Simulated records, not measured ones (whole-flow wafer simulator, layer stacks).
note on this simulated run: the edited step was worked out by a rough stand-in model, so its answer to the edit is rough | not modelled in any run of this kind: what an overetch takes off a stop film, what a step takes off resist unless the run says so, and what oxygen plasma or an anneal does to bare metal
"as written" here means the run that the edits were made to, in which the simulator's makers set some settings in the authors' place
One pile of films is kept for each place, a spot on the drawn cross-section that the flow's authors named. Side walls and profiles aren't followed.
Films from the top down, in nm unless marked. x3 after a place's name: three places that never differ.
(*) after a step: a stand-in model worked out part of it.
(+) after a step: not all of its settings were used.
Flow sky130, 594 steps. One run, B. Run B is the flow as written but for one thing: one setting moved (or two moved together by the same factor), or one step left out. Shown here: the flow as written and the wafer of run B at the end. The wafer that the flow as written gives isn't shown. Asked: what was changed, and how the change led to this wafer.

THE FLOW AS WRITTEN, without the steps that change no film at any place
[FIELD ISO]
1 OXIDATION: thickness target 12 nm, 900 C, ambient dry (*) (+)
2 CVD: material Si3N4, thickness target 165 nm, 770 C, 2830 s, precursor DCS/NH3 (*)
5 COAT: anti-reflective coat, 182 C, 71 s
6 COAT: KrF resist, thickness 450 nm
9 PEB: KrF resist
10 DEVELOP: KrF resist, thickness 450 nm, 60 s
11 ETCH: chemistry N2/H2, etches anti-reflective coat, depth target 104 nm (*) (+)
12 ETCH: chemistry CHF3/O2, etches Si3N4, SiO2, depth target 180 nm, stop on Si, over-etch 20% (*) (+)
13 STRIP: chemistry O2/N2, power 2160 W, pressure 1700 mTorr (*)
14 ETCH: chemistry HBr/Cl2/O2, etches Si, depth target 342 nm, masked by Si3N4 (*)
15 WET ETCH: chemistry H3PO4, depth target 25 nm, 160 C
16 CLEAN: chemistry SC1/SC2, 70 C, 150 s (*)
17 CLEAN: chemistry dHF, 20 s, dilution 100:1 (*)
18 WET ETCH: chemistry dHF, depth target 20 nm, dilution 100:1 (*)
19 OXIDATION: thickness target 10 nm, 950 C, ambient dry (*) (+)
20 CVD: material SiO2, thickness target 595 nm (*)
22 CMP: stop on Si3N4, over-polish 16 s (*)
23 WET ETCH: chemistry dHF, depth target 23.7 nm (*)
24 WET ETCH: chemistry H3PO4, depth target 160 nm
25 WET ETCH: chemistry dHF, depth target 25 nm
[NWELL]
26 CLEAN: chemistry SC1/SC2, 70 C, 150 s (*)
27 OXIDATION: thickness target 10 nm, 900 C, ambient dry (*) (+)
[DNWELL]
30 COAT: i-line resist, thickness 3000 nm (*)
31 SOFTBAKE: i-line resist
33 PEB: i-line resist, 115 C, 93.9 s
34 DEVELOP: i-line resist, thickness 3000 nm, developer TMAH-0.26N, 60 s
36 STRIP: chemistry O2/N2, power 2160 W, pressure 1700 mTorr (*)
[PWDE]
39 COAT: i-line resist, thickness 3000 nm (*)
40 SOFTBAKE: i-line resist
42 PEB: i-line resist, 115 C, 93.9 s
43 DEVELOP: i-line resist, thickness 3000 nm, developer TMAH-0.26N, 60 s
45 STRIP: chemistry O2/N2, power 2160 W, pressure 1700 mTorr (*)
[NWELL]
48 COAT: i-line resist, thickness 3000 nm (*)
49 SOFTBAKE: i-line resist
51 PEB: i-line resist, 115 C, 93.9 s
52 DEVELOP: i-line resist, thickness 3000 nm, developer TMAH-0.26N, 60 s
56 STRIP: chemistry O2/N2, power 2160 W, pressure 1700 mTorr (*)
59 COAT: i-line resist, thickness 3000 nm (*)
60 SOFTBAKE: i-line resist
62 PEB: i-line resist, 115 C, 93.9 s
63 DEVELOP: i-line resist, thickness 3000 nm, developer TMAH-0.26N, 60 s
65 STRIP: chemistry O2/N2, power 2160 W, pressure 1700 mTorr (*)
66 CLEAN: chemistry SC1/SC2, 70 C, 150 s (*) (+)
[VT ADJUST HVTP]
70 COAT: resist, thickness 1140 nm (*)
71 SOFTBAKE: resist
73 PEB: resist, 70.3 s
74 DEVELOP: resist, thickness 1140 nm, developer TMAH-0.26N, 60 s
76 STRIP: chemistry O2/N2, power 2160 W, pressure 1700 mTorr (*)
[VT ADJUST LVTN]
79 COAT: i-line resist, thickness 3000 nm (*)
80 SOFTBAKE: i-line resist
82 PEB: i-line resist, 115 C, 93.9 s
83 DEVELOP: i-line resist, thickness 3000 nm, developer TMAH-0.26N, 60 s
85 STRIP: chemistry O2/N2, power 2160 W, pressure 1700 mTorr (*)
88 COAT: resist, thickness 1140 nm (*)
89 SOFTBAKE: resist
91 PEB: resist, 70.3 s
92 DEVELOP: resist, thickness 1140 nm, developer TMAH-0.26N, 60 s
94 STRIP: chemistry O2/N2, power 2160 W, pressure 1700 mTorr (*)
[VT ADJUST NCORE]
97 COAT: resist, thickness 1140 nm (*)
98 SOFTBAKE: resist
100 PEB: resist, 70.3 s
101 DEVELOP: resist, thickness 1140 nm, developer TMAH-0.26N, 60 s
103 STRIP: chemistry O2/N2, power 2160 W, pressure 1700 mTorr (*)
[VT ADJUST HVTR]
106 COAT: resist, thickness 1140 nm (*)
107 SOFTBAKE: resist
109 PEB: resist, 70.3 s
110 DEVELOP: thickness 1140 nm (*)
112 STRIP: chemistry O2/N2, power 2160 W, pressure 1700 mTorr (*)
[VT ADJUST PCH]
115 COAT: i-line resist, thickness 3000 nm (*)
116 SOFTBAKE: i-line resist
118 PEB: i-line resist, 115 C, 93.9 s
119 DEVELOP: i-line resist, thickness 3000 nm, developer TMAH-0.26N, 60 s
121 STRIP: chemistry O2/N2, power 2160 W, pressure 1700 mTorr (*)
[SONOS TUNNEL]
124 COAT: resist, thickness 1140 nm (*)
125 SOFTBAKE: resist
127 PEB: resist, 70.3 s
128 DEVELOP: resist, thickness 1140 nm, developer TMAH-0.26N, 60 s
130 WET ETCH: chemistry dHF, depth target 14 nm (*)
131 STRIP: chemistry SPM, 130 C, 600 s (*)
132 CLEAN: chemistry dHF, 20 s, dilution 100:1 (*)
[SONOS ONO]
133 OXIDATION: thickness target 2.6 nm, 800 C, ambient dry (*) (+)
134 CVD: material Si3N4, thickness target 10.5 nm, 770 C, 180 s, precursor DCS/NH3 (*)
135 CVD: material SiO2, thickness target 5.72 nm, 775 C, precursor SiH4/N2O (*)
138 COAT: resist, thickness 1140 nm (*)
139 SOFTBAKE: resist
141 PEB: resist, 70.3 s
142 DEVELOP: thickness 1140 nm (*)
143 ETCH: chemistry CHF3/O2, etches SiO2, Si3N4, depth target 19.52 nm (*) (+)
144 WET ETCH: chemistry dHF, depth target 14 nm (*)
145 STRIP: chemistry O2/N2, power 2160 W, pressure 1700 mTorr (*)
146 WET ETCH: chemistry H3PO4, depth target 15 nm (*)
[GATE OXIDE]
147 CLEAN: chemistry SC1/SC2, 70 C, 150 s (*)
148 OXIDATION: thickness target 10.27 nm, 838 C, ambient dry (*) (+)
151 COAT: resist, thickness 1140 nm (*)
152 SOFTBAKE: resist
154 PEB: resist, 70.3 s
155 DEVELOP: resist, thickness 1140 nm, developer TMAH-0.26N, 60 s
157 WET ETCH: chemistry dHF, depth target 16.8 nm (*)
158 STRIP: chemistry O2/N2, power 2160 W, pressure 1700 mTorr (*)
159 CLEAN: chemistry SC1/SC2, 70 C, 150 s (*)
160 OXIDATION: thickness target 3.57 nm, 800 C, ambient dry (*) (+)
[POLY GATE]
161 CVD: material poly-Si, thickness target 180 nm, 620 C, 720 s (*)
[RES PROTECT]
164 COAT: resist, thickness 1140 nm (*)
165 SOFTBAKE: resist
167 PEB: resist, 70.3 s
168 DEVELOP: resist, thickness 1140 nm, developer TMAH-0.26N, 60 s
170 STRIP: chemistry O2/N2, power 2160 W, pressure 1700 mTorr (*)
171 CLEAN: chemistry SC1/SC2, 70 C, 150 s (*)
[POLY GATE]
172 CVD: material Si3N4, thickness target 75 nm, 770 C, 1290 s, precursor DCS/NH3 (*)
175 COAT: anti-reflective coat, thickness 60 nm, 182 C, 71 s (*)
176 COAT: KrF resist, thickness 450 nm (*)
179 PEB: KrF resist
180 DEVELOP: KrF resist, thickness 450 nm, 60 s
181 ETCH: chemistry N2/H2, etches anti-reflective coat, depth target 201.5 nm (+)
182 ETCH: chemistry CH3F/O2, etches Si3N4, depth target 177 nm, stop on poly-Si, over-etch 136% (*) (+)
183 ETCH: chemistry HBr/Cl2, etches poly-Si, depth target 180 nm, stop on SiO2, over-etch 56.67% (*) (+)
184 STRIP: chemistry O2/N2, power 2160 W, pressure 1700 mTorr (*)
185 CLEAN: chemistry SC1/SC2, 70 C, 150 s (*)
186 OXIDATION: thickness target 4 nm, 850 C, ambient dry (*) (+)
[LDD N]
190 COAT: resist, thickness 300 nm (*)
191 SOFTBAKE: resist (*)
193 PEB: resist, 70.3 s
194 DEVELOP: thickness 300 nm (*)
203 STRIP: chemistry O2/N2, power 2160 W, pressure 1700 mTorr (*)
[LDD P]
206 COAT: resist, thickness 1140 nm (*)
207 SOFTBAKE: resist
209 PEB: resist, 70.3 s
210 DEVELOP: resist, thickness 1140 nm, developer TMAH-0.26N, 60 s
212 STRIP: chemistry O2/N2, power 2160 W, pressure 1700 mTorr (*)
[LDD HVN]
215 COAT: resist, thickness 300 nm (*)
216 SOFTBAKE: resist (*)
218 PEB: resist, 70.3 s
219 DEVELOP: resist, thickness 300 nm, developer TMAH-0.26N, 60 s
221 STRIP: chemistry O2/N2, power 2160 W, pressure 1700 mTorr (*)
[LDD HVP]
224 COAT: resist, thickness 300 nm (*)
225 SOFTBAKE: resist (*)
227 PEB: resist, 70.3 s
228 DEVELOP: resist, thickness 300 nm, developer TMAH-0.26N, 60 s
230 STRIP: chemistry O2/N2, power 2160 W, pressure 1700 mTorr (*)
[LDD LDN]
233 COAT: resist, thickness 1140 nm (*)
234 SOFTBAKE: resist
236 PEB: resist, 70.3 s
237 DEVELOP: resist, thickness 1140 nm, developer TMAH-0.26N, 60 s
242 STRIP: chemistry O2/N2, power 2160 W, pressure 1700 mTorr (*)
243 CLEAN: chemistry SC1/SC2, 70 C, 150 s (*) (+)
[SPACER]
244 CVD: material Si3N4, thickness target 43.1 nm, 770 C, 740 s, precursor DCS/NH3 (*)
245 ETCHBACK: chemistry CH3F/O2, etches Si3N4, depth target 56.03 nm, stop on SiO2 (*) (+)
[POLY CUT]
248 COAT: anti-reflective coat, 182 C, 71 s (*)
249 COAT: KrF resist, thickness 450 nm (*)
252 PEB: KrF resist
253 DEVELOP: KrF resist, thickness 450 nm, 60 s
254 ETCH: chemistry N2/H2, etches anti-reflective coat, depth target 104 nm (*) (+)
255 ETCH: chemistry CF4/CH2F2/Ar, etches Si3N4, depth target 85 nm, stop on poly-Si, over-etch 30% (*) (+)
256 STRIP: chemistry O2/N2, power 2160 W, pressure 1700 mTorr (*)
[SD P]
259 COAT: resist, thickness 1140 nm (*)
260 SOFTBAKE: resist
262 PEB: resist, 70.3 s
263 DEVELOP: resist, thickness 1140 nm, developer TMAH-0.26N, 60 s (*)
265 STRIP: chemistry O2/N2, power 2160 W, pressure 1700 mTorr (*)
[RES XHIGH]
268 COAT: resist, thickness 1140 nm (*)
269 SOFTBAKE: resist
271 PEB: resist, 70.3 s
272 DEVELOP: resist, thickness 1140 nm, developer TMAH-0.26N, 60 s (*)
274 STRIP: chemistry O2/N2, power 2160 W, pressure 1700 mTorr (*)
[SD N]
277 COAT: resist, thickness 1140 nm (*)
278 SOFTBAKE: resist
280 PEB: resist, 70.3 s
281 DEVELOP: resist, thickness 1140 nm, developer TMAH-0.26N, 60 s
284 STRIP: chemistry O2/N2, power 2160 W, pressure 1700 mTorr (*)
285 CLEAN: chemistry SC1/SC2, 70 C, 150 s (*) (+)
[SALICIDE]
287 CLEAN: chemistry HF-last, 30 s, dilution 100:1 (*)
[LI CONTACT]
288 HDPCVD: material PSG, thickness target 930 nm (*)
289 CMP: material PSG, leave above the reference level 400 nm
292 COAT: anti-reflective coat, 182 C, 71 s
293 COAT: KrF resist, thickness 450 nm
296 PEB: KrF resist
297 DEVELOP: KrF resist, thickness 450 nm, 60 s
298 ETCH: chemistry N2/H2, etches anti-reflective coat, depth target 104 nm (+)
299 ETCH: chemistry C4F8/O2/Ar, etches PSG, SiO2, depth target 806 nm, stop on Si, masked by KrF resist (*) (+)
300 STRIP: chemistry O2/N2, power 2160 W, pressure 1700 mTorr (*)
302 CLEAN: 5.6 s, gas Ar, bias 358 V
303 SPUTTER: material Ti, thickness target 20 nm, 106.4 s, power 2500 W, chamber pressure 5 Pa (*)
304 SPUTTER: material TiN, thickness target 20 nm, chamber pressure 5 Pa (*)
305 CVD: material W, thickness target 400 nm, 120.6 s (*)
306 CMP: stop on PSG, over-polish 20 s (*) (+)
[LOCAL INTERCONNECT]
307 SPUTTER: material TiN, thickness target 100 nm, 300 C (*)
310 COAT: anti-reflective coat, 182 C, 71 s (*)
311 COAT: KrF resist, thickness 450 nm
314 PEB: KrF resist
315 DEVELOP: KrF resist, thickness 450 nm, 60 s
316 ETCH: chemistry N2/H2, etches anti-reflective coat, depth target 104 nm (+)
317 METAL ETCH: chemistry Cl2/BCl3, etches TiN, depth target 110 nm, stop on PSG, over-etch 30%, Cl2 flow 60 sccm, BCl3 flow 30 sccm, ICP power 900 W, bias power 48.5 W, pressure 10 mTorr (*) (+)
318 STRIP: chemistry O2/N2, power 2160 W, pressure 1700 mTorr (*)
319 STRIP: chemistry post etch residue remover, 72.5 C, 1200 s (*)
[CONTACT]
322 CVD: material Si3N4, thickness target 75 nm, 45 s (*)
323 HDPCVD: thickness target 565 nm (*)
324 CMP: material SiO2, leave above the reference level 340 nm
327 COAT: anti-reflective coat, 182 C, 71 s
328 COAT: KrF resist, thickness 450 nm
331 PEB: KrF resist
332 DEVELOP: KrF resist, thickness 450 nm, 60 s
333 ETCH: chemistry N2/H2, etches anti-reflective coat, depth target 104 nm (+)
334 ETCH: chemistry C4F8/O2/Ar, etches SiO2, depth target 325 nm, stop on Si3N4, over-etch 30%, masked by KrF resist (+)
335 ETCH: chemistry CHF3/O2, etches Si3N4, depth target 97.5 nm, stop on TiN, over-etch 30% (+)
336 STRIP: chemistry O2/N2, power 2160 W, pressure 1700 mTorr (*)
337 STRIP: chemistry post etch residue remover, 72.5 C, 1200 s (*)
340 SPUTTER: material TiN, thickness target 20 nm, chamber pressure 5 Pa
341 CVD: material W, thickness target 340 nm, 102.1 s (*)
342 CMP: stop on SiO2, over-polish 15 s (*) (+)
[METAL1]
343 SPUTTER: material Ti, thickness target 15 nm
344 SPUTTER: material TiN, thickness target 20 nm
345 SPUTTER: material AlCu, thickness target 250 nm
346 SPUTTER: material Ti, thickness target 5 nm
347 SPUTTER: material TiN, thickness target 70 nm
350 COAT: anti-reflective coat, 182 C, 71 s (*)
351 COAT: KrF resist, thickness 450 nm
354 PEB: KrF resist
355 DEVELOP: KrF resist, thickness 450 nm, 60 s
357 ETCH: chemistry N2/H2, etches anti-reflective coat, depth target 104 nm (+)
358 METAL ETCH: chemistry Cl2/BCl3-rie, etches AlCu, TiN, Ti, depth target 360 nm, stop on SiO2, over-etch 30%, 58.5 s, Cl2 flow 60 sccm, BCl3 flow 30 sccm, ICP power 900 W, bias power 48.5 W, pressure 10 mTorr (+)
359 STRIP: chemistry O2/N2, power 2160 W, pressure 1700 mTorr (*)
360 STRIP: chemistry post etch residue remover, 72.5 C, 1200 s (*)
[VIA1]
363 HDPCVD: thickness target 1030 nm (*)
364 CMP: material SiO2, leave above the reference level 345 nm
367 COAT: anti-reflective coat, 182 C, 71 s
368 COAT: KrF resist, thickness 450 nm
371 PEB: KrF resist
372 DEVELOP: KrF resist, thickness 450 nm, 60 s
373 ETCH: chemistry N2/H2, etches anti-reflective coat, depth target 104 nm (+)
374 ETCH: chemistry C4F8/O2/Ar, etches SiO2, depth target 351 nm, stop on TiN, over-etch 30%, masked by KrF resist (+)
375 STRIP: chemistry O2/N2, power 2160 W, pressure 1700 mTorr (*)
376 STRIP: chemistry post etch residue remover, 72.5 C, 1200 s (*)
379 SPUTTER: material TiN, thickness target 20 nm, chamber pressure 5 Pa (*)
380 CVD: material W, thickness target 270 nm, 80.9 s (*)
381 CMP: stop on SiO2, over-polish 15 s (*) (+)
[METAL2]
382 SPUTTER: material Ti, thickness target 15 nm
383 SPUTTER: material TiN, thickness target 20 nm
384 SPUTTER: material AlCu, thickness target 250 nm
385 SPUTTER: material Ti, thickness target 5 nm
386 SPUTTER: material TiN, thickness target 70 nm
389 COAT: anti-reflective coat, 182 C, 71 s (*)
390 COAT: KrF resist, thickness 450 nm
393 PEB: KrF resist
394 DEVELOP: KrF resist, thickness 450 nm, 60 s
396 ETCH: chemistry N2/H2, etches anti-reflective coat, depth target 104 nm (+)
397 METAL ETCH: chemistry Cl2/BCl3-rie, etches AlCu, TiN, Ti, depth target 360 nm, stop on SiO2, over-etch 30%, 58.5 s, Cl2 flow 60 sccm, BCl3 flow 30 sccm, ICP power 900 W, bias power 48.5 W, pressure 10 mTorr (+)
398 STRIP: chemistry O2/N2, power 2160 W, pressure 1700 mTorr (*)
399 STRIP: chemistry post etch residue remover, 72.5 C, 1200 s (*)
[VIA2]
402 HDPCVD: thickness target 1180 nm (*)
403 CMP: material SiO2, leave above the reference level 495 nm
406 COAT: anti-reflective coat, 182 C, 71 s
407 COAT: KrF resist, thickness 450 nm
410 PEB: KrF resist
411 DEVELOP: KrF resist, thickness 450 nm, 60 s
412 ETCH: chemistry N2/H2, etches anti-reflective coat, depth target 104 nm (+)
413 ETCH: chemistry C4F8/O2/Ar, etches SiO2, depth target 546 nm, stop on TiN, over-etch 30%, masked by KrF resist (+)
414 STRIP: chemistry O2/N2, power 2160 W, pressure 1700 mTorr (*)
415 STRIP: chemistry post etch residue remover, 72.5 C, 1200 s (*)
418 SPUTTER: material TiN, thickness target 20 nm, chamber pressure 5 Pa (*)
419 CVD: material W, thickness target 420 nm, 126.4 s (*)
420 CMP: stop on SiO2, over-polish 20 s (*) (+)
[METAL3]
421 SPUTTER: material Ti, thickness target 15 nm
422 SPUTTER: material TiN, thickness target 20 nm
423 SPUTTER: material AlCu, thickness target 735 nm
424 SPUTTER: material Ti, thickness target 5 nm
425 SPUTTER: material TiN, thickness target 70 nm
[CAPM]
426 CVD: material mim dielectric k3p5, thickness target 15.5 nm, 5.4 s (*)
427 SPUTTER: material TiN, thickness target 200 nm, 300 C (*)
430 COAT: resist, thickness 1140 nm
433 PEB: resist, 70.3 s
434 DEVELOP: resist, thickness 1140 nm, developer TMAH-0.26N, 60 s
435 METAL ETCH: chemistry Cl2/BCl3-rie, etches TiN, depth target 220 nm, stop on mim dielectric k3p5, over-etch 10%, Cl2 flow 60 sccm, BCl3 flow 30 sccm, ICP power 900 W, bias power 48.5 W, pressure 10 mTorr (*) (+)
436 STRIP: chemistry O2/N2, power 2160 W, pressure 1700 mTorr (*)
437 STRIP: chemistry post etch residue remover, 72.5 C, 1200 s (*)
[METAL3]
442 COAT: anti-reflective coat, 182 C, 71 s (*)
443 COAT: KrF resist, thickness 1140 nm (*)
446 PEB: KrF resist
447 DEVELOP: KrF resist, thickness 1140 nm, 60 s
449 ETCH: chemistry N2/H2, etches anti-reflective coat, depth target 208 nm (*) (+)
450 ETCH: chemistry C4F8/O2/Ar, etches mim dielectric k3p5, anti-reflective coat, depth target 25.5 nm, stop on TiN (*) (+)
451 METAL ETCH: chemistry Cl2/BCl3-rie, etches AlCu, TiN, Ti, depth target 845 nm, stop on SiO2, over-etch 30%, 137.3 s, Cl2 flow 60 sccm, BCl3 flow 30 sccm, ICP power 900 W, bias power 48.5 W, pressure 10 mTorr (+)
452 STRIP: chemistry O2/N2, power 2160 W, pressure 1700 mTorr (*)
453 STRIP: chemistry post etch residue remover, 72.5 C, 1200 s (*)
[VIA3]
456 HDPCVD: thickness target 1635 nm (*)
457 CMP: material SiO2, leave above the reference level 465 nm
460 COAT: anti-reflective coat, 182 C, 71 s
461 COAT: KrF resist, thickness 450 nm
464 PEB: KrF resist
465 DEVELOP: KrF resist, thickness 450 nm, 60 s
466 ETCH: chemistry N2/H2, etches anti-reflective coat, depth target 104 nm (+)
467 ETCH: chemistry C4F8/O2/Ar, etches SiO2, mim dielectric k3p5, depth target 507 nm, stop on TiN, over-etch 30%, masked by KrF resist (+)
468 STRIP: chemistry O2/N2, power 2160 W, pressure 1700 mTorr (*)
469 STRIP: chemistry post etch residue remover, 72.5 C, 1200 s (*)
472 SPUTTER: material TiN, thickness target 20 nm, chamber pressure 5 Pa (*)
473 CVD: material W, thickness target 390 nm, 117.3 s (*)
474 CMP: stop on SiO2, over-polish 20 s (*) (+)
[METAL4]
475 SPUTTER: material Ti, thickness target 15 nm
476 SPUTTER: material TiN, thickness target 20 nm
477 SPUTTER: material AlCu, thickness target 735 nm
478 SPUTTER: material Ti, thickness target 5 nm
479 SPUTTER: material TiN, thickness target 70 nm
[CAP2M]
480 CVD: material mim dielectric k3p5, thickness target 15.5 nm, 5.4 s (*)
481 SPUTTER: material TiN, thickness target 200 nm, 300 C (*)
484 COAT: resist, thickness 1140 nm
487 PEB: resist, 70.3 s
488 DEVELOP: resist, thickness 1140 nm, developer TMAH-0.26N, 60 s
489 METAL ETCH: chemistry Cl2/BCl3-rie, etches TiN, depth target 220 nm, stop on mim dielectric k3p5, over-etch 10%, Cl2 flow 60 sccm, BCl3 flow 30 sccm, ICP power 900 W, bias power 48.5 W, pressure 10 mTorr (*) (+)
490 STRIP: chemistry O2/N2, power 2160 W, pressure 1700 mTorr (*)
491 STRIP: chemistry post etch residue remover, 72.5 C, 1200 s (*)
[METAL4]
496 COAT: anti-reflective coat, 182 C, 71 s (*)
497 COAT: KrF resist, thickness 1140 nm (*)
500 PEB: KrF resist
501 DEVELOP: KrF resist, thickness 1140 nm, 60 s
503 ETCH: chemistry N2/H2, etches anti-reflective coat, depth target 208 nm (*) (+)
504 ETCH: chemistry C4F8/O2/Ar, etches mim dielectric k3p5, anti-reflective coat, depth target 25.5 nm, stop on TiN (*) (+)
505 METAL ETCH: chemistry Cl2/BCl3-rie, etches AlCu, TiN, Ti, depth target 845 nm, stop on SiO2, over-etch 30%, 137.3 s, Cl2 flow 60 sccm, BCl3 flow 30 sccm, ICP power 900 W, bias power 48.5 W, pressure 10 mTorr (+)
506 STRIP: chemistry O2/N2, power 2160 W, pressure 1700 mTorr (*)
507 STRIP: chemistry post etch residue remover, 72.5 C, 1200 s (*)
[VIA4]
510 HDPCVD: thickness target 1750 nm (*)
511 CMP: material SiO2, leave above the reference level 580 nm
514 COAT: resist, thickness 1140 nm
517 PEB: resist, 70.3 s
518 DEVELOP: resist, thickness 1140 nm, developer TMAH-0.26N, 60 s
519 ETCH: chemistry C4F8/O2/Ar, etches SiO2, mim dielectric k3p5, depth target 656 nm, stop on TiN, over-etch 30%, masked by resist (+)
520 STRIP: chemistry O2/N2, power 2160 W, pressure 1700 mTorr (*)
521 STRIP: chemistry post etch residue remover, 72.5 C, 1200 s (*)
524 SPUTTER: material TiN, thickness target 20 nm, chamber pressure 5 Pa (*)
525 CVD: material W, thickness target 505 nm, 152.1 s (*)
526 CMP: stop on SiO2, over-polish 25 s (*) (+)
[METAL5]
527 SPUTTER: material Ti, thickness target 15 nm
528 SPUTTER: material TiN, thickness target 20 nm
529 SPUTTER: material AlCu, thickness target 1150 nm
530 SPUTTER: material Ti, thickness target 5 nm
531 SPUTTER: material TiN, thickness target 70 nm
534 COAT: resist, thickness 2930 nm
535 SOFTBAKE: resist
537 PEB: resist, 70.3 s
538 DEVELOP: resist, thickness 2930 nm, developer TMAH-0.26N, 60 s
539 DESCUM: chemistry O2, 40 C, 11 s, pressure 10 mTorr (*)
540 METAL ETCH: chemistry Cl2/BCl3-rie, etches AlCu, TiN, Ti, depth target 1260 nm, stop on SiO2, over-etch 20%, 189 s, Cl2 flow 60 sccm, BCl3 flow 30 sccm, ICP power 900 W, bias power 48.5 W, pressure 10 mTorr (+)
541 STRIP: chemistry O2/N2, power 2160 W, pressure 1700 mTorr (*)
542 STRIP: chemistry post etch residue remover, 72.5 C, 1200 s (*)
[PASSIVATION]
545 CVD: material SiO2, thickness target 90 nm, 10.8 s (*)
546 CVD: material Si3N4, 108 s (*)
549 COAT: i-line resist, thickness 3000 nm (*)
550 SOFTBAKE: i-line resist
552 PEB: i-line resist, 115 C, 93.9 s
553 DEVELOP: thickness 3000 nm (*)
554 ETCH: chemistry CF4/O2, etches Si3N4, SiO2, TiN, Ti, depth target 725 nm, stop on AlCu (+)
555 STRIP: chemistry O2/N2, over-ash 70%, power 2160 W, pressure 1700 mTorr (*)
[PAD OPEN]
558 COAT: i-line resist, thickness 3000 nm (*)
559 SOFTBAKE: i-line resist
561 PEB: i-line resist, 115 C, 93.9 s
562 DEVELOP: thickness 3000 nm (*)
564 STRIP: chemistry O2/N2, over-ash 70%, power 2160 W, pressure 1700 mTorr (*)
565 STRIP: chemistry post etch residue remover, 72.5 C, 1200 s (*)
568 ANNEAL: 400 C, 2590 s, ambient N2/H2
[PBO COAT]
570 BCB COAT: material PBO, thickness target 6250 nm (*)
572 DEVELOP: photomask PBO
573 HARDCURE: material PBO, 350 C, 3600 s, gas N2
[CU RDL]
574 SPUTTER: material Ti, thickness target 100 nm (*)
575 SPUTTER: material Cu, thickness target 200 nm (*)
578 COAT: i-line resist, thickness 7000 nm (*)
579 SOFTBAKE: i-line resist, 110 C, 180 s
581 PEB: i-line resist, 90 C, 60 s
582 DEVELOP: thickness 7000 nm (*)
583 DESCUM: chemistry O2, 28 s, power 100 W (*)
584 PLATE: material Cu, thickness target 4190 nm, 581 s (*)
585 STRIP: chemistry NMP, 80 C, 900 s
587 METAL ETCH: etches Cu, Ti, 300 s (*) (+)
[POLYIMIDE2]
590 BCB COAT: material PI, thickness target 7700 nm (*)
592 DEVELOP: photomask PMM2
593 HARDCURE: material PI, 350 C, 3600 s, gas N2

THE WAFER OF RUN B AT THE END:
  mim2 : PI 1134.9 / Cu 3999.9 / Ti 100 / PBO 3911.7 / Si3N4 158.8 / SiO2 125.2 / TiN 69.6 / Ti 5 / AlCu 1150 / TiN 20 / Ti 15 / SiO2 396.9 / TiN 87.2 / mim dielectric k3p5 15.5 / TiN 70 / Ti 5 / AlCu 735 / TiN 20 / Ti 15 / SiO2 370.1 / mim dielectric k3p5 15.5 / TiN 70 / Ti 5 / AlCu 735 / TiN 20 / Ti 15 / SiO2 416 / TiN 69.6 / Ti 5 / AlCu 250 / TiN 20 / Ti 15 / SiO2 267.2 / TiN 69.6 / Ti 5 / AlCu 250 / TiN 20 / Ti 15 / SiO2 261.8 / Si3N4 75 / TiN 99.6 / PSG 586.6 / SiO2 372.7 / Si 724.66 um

The cause: step 481, SPUTTER: thickness target 88 nm was run, where the flow has thickness target 200 nm.

How the change led to this, step by step:
  481 SPUTTER: material TiN, thickness target 200 nm, 300 C (*)
      field, active, n_well and 189 more: TiN +88 (new film) (as written it would be: TiN +200 (new film))
  489 METAL ETCH: chemistry Cl2/BCl3-rie, etches TiN, depth target 220 nm, stop on mim dielectric k3p5, over-etch 10%, Cl2 flow 60 sccm, BCl3 flow 30 sccm, ICP power 900 W, bias power 48.5 W, pressure 10 mTorr (*) (+)
      field, active, n_well and 188 more: TiN -88 (all of it) (as written it would be: TiN -200 (all of it))
      mim2: resist -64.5 (as written it would be: resist -146.7)
  490 STRIP: chemistry O2/N2, power 2160 W, pressure 1700 mTorr (*)
      mim2: resist -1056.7 (all of it) (as written it would be: resist -974.6 (all of it))
  496 COAT: anti-reflective coat, 182 C, 71 s (*)
      iso_guard__w2: anti-reflective coat +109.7 (new film) (as written it would be: anti-reflective coat +177.8 (new film))
      mim2: anti-reflective coat +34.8 (new film) (as written it would be: anti-reflective coat +40.3 (new film))
  497 COAT: KrF resist, thickness 1140 nm (*)
      iso_guard__w2: KrF resist +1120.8 (new film) (as written it would be: KrF resist +1074.8 (new film))
      mim2: KrF resist +1109.5 (new film) (as written it would be: KrF resist +1018.9 (new film))
  506 STRIP: chemistry O2/N2, power 2160 W, pressure 1700 mTorr (*)
      iso_guard__w2: KrF resist -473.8 (all of it), anti-reflective coat -109.7 (all of it) (as written it would be: KrF resist -427.9 (all of it), anti-reflective coat -177.8 (all of it))
      mim2: KrF resist -462.5 (all of it), anti-reflective coat -34.8 (all of it) (as written it would be: KrF resist -372.1 (all of it), anti-reflective coat -40.3 (all of it))
  511 CMP: material SiO2, leave above the reference level 580 nm
      mim2: SiO2 -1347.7 (as written it would be: SiO2 -1459.7)
